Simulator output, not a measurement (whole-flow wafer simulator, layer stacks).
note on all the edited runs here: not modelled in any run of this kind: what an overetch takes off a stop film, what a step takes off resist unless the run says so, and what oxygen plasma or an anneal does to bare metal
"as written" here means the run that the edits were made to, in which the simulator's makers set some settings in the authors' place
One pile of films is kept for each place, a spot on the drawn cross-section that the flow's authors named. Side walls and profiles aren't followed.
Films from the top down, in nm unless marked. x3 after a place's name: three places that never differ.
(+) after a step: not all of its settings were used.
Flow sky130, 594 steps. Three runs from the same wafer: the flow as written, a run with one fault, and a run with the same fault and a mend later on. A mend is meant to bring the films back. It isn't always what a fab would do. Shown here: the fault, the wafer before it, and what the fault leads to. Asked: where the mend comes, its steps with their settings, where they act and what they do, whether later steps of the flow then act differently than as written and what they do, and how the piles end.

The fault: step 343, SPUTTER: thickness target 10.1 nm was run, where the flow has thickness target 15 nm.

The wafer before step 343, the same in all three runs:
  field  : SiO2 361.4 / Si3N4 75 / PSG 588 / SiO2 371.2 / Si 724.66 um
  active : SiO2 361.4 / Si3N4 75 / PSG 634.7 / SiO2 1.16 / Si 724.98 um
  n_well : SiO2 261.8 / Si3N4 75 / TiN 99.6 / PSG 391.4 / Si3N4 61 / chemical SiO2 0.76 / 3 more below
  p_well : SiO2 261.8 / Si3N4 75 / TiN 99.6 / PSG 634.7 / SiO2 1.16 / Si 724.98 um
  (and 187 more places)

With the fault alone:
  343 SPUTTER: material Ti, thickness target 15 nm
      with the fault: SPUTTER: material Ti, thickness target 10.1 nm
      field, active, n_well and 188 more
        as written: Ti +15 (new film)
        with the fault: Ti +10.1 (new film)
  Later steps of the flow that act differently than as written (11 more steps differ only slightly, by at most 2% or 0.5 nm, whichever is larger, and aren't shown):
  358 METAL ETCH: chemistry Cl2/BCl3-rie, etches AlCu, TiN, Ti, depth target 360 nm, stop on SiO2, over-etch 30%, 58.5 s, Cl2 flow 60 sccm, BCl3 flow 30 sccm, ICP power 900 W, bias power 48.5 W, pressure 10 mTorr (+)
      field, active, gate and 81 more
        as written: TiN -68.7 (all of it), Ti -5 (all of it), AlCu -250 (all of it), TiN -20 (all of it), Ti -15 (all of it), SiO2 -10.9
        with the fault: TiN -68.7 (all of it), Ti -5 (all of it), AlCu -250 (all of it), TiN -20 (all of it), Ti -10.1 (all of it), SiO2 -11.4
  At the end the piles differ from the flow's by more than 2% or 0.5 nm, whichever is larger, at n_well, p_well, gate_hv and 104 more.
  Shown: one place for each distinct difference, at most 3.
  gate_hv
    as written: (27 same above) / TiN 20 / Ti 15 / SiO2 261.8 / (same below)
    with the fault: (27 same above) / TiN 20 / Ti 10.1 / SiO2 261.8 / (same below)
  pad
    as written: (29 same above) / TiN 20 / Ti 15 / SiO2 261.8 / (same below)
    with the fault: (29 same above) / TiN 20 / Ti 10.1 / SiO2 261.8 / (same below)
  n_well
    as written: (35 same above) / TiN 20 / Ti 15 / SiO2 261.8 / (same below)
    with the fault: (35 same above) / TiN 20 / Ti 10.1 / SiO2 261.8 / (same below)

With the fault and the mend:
  The mend comes after step 343.
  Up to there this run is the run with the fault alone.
  343a SPUTTER: material Ti, thickness target 4.9 nm (the flow's step 343 once more, with other settings)
      field, active, n_well and 188 more
        Ti +4.9
  No later step of the flow acts differently than as written at any place that is followed.
  At the end the piles are the same as the flow's at every place that both follow.
